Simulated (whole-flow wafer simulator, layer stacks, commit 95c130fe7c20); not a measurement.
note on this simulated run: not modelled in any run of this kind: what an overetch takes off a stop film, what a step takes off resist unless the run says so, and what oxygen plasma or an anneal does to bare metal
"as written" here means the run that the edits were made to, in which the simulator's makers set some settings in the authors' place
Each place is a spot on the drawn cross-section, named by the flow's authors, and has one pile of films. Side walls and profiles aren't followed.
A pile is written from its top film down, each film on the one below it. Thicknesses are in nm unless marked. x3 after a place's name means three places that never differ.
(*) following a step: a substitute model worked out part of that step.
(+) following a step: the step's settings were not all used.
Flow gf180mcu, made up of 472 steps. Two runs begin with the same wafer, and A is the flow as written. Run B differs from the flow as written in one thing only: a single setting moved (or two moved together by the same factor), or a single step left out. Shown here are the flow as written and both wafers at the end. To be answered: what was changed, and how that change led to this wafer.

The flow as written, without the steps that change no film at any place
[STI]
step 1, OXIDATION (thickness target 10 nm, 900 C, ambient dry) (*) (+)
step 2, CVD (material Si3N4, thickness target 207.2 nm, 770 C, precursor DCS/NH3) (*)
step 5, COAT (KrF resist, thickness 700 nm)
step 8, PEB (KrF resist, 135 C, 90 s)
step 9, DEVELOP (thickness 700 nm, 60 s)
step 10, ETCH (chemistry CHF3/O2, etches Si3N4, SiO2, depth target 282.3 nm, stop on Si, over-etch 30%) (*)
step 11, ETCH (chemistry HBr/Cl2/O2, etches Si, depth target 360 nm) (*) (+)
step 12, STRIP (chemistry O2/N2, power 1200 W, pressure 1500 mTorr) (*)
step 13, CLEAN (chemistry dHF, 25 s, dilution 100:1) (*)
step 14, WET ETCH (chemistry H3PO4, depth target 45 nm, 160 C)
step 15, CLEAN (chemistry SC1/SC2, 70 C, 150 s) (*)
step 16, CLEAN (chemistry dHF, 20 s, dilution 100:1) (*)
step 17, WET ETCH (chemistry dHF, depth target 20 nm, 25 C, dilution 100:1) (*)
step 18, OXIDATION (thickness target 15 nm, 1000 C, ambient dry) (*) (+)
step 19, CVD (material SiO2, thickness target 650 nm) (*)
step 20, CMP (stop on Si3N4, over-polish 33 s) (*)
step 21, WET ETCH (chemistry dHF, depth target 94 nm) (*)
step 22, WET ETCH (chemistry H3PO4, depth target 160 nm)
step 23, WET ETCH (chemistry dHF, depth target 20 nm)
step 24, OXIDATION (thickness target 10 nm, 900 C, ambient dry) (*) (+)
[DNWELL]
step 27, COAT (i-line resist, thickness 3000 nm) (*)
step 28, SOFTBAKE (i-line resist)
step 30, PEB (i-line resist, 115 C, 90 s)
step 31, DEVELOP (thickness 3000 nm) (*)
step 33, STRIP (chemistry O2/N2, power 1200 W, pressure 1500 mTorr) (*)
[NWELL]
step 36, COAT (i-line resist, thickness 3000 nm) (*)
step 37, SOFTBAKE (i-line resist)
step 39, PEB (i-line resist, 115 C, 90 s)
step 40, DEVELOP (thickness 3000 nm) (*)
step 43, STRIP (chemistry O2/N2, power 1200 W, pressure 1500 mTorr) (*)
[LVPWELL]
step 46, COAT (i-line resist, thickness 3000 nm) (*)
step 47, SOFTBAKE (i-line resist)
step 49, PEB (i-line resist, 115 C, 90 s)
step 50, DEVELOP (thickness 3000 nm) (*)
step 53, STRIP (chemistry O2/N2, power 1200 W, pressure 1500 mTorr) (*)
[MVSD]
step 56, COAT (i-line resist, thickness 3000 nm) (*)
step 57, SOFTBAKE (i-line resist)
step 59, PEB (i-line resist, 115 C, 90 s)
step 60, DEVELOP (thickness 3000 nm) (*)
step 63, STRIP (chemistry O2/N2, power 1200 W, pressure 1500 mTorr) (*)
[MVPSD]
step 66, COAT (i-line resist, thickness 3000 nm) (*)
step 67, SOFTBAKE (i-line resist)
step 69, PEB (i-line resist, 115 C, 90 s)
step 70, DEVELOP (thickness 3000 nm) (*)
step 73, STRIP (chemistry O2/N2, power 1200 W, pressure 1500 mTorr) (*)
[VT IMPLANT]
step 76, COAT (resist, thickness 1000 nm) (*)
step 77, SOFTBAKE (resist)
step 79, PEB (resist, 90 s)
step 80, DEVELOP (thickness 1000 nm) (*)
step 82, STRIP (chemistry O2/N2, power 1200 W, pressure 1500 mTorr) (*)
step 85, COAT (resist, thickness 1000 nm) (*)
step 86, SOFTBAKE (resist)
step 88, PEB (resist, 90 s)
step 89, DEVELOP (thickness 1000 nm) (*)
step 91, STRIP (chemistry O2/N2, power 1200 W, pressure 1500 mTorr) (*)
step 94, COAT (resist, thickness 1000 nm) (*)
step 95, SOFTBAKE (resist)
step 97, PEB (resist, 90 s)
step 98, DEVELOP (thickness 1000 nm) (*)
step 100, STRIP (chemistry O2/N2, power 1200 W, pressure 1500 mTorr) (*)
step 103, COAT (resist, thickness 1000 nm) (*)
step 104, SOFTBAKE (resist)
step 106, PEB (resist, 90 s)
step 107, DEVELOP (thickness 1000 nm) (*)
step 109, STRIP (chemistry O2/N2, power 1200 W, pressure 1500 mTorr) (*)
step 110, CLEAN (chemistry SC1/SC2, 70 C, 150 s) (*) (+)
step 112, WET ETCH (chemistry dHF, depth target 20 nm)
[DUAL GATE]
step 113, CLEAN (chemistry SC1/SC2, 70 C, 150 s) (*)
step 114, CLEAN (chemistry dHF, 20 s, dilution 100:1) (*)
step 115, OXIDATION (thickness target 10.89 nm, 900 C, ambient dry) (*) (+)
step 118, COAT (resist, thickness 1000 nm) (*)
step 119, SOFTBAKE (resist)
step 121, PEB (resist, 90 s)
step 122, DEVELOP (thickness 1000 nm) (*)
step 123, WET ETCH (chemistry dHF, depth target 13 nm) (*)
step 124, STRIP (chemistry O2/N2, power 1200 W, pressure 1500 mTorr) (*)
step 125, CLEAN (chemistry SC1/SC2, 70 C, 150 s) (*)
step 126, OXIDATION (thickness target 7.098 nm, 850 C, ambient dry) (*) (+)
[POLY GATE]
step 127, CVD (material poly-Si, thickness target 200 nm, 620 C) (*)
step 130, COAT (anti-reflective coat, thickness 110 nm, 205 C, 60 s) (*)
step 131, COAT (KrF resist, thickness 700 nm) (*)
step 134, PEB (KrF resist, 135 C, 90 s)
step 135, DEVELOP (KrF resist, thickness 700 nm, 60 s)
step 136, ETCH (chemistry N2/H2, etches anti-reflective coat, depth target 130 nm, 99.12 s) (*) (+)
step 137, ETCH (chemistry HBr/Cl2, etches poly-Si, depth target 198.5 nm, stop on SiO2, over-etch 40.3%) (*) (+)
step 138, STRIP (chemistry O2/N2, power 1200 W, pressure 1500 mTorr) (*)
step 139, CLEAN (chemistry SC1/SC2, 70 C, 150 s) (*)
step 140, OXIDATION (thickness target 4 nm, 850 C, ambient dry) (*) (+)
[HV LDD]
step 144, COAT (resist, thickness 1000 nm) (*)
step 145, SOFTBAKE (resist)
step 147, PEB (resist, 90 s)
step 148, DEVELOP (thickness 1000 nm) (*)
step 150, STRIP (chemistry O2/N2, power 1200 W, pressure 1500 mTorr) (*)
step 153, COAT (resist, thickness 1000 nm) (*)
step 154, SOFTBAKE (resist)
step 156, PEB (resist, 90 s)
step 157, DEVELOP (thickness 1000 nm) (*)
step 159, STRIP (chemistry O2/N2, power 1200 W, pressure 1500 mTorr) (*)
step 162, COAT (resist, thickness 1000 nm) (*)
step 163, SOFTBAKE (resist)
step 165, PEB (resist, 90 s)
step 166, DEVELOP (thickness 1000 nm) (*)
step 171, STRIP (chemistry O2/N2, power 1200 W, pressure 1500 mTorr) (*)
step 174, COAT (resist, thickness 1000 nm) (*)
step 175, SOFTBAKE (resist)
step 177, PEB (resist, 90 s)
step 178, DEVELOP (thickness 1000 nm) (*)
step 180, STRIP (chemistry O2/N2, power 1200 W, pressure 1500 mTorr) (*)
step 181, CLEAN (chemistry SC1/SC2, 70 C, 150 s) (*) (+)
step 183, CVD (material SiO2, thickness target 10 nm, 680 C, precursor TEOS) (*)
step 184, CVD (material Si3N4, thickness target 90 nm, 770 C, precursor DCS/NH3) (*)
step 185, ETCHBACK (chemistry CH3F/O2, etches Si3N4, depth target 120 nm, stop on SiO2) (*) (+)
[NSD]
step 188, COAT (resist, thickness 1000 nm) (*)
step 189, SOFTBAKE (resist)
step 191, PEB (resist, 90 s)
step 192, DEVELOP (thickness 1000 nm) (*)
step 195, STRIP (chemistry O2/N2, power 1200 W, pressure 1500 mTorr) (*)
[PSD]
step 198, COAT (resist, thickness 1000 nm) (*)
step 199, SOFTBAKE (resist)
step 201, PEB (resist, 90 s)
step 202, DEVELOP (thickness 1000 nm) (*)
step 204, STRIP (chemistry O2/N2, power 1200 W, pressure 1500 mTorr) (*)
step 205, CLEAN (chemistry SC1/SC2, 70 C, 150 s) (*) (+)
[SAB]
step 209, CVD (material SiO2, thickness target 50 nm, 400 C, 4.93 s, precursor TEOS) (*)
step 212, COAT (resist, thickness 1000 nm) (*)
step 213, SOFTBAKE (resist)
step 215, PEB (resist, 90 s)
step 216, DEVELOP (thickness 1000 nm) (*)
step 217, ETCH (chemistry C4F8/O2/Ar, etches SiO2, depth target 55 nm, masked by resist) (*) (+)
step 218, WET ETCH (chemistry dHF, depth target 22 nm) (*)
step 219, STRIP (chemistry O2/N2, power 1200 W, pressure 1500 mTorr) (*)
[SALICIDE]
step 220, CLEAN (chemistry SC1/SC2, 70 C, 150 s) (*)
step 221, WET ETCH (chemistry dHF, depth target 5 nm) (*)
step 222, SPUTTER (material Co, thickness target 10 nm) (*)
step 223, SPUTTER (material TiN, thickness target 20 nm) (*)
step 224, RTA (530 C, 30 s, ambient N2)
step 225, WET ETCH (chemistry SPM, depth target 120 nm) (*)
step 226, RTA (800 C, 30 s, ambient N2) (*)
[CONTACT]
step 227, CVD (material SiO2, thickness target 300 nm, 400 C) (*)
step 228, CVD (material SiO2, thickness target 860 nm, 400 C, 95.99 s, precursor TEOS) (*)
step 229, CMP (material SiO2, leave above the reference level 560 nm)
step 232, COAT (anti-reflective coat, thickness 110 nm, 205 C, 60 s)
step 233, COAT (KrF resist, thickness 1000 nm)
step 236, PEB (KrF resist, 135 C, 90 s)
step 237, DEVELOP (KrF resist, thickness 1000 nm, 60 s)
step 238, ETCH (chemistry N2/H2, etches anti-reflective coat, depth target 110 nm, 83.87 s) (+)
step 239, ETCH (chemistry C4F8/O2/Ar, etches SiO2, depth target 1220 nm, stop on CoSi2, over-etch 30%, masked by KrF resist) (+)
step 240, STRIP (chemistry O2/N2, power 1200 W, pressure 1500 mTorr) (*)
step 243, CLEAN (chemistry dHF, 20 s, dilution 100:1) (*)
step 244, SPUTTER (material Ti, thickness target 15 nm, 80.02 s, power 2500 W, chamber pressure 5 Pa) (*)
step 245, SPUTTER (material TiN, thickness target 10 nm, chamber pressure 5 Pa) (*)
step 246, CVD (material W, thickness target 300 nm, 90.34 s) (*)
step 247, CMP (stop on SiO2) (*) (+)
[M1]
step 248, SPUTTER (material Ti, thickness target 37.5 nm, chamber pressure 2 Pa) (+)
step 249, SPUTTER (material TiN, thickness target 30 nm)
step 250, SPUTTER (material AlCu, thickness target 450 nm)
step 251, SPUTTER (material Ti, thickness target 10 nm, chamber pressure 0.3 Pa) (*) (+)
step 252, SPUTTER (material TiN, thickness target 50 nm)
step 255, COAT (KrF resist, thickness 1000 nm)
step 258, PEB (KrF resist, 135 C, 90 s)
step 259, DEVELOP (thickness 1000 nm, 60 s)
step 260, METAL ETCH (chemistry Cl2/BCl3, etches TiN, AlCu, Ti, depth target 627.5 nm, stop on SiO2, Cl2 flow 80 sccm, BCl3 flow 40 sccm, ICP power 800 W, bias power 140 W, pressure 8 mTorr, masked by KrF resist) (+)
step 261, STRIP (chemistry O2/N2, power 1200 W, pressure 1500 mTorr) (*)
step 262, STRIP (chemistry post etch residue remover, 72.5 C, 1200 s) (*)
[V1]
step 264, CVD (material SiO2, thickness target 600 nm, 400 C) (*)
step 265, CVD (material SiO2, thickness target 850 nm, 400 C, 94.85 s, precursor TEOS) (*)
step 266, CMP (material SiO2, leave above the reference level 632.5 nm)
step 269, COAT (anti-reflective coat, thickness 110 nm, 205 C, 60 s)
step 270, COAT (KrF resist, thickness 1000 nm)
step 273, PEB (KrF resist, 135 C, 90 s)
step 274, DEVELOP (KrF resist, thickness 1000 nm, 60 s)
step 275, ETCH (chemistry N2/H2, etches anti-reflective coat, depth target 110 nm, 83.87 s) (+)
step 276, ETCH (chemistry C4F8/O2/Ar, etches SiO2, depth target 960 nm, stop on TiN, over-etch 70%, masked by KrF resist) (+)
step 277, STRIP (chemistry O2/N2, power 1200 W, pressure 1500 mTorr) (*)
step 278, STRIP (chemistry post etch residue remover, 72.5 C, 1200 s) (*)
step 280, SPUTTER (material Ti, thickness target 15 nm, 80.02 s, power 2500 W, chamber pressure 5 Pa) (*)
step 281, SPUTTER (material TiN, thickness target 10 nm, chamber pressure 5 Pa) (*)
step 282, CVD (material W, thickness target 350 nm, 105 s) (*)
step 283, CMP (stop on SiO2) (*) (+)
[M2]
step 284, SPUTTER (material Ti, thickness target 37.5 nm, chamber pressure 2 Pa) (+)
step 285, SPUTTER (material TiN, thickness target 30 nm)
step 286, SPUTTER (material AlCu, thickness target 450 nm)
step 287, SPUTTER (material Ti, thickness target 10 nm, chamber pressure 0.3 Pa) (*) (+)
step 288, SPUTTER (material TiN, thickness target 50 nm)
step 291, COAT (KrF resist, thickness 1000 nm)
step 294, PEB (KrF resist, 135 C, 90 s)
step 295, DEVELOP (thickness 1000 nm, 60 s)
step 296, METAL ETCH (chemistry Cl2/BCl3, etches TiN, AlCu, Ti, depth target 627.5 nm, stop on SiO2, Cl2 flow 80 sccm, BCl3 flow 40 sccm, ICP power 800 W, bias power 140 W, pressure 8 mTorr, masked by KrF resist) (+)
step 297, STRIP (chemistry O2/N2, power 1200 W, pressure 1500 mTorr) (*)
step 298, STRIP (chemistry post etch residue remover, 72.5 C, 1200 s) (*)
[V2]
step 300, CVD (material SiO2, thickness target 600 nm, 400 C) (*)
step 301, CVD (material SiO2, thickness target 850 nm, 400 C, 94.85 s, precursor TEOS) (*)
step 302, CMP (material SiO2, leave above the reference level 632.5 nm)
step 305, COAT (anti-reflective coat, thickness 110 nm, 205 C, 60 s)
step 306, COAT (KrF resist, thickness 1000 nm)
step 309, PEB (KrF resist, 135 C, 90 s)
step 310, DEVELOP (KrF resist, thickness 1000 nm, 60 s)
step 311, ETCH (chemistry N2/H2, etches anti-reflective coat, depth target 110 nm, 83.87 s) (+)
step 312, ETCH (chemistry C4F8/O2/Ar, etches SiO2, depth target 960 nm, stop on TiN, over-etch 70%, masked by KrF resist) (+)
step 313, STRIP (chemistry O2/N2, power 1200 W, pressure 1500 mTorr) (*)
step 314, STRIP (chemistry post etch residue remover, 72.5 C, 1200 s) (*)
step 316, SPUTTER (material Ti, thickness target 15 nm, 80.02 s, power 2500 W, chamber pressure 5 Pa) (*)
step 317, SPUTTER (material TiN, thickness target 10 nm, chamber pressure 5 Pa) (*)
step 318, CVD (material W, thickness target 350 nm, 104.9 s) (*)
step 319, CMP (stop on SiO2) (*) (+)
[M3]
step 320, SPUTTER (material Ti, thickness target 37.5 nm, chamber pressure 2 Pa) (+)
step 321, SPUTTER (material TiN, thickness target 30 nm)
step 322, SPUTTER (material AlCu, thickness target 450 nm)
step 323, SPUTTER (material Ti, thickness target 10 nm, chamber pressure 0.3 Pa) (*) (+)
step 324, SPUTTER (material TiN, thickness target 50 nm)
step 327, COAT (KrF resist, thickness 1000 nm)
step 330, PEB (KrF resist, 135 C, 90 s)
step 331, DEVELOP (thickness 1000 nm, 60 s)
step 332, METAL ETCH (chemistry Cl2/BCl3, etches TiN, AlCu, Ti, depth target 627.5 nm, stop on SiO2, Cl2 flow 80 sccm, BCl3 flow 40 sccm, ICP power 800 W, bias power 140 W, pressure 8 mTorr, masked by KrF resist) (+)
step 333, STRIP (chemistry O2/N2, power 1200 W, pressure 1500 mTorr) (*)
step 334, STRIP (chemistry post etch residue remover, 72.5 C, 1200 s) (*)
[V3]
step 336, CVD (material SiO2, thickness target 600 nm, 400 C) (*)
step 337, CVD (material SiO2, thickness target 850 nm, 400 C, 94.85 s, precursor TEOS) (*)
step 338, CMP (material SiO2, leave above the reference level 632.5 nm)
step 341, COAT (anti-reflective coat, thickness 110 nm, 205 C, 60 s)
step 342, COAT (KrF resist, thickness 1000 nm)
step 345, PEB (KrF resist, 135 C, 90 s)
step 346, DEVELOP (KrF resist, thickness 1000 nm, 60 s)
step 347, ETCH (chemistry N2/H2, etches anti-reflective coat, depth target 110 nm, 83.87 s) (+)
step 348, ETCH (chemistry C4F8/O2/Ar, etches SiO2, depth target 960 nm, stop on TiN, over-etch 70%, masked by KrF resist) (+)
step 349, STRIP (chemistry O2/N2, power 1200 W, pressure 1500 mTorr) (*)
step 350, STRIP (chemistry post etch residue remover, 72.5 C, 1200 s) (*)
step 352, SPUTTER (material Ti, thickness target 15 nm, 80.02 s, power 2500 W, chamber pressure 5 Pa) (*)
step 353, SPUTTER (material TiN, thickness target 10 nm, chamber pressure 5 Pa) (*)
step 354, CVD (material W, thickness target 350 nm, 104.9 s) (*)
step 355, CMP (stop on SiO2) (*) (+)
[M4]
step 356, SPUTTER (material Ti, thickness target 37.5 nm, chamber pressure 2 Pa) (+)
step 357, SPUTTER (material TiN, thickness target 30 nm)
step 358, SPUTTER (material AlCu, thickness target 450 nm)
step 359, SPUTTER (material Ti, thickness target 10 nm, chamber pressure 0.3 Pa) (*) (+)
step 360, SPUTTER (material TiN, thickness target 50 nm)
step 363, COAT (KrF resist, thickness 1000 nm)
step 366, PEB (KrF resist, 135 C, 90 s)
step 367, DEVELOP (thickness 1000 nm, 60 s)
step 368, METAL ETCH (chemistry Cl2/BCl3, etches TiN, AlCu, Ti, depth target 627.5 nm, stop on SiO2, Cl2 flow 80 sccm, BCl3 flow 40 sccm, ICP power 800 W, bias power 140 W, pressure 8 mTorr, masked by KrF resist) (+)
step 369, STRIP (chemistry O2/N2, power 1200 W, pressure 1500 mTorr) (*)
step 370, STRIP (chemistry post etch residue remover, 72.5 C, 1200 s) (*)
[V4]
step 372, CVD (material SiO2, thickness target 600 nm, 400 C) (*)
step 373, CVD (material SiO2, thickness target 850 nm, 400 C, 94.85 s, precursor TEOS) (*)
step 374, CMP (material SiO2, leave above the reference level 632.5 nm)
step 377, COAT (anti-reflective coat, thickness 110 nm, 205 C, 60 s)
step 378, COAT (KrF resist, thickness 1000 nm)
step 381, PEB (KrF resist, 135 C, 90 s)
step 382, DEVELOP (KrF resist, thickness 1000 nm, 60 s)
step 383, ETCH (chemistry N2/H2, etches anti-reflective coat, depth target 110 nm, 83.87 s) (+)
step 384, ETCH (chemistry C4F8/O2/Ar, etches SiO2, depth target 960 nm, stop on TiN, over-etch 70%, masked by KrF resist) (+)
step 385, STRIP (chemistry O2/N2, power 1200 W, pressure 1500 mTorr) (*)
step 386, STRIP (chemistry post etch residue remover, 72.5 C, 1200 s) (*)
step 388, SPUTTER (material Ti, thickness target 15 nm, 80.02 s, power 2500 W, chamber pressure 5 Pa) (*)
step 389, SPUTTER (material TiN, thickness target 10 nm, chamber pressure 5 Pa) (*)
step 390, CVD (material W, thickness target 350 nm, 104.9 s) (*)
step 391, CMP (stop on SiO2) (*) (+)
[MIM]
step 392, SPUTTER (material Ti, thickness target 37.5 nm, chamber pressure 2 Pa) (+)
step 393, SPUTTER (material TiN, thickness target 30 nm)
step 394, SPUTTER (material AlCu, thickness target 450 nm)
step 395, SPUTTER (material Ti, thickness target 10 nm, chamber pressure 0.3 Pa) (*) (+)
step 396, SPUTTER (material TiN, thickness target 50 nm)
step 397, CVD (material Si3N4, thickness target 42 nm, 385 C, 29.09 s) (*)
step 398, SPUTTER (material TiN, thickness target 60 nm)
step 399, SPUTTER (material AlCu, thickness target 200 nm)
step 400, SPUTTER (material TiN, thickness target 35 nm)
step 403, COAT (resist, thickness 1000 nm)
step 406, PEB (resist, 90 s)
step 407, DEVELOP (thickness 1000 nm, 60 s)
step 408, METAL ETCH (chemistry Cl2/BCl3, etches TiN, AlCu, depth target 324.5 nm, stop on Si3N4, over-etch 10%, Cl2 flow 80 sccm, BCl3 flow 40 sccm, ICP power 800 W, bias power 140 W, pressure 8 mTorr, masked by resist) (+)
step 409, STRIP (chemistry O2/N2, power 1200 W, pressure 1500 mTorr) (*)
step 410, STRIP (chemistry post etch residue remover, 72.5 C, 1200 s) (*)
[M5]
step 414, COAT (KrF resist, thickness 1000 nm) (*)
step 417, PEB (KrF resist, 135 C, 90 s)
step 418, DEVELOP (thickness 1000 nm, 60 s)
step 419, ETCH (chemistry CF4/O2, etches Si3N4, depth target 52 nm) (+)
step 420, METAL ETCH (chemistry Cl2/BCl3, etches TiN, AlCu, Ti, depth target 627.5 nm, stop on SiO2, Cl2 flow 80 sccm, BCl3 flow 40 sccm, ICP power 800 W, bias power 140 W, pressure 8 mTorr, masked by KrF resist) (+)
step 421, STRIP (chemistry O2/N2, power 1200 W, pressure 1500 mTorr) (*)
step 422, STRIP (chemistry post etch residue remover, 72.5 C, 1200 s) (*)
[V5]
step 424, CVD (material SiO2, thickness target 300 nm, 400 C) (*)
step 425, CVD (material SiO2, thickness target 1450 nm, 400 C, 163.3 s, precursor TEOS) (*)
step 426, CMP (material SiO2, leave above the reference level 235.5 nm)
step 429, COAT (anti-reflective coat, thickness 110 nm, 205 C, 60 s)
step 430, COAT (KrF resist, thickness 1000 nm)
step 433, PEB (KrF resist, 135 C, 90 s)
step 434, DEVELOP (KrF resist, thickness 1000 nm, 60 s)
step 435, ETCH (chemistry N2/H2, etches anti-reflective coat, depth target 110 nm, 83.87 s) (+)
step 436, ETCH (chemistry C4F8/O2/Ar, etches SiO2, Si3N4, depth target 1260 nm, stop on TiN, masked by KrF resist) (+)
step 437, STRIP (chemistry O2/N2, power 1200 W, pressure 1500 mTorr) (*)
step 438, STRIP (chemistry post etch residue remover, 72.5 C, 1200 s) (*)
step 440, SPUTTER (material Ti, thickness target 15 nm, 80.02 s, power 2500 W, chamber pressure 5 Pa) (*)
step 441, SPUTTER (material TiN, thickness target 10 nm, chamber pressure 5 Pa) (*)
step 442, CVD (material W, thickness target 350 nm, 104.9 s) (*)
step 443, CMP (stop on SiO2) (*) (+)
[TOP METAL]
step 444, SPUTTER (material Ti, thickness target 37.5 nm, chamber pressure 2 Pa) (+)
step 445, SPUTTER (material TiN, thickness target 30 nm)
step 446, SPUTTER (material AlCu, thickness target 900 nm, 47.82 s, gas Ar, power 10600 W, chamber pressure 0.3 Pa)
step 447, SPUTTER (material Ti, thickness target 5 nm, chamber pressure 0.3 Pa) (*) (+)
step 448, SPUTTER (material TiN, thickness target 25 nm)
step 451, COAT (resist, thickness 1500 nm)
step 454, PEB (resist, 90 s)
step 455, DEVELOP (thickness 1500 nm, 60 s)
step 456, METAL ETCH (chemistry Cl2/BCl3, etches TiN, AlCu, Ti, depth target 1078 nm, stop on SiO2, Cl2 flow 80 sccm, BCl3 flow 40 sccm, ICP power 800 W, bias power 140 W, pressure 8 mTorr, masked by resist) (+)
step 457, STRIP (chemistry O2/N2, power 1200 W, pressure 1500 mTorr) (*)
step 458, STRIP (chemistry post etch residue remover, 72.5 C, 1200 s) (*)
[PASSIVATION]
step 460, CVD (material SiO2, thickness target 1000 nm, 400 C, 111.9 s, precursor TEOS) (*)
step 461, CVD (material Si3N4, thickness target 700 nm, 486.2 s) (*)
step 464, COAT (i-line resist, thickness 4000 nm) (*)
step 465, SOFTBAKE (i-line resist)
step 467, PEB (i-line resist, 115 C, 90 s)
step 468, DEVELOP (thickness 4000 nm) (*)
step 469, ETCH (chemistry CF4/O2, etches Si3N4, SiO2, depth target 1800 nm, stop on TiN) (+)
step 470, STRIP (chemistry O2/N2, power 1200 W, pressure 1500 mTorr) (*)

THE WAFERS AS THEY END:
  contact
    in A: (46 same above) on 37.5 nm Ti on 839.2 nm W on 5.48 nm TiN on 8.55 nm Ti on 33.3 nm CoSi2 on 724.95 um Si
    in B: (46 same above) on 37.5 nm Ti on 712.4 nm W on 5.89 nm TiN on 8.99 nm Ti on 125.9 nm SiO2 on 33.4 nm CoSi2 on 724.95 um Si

What caused this: step 239, ETCH: depth target 732 nm was run, though the flow has depth target 1220 nm.

Step by step, how the change led to this:
  step 239, ETCH (chemistry C4F8/O2/Ar, etches SiO2, depth target 1220 nm, stop on CoSi2, over-etch 30%, masked by KrF resist) (+)
      contact: A SiO2 loses 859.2 (all of it) | B SiO2 loses 732
      field, field__w1, field__w2 and 105 more: A KrF resist loses 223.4 | B KrF resist loses 146.4
  step 240, STRIP (chemistry O2/N2, power 1200 W, pressure 1500 mTorr) (*)
      field, field__w1, field__w2 and 105 more: A KrF resist loses 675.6 (all of it), anti-reflective coat loses 110 (all of it) | B KrF resist loses 752.5 (all of it), anti-reflective coat loses 110 (all of it)
  step 243, CLEAN (chemistry dHF, 20 s, dilution 100:1) (*)
      contact: A CoSi2 loses 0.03 | B SiO2 loses 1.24
  step 246, CVD (material W, thickness target 300 nm, 90.34 s) (*)
      contact: A W gains 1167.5 (new film) | B W gains 1040.7 (new film)
With metal films that touch counted as one body, contact has 2 bodies (between them, from the top down: SiO2 125.9); the flow as written gives 1 body.
